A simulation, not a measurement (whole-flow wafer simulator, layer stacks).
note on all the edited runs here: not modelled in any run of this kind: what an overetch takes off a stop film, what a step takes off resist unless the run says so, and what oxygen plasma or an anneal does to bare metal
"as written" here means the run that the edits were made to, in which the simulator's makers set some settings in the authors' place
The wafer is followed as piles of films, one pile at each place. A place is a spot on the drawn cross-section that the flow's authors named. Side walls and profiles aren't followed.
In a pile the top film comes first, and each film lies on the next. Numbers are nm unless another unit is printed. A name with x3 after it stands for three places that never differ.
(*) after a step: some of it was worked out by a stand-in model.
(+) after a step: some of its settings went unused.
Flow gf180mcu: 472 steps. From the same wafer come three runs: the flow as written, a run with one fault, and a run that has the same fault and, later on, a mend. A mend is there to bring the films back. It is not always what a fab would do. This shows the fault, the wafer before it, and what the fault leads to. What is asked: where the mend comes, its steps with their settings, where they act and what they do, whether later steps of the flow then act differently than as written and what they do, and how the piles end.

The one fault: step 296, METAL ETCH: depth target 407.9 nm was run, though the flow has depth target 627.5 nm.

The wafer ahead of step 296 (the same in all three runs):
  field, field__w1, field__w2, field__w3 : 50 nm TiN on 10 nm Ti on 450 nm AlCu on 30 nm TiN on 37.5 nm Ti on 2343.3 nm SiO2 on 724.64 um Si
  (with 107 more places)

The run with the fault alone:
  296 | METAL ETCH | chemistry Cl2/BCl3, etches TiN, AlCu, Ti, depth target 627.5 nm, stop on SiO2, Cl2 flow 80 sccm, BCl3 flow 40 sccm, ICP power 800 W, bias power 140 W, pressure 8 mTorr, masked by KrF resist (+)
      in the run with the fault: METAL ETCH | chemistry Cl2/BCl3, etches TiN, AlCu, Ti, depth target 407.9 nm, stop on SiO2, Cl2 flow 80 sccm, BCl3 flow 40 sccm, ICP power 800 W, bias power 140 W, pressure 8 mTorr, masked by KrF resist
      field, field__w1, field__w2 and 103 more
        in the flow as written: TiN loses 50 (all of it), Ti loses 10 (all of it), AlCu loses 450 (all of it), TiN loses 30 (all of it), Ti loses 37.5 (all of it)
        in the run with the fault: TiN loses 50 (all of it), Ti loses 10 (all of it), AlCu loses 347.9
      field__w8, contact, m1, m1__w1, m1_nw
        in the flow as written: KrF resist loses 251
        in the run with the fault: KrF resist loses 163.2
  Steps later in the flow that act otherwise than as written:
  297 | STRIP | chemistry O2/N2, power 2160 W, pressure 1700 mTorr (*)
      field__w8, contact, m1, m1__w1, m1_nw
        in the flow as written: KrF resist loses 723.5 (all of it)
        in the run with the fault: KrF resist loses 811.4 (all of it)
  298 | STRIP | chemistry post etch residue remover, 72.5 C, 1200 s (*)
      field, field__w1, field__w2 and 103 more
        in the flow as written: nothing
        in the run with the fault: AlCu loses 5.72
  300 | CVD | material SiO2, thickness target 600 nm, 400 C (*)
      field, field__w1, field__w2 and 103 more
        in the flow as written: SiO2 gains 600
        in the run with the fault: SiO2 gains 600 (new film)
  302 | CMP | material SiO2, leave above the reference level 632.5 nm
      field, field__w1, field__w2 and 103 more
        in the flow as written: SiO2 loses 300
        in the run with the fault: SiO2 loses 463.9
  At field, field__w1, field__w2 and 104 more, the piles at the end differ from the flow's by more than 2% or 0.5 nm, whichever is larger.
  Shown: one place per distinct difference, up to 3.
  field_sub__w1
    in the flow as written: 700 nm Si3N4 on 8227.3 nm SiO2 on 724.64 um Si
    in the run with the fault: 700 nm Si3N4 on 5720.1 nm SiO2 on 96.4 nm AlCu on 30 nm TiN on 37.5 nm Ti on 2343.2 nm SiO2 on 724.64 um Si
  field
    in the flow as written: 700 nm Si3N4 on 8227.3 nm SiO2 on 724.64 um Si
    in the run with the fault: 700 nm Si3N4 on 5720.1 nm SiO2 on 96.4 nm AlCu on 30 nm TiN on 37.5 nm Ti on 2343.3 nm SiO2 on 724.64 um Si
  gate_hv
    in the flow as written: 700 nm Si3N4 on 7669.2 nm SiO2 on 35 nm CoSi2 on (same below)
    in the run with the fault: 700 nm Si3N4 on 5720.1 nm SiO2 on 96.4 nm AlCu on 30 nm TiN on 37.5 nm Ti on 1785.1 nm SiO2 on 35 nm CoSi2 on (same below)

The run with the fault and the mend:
  The mend follows step 296.
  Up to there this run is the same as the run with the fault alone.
  296a | METAL ETCH | chemistry Cl2/BCl3, etches TiN, AlCu, Ti, depth target 219.6 nm, stop on SiO2, Cl2 flow 80 sccm, BCl3 flow 40 sccm, ICP power 800 W, bias power 140 W, pressure 8 mTorr, masked by KrF resist (+) (the flow's step 296 again, with other settings)
      field, field__w1, field__w2 and 103 more
        AlCu loses 102.1 (all of it), TiN loses 30 (all of it), Ti loses 37.5 (all of it)
      field__w8, contact, m1, m1__w1, m1_nw
        KrF resist loses 87.8
  Later steps of the flow that are run all act as written at every place that is followed.
  The piles end the same as the flow's at every place that both follow.
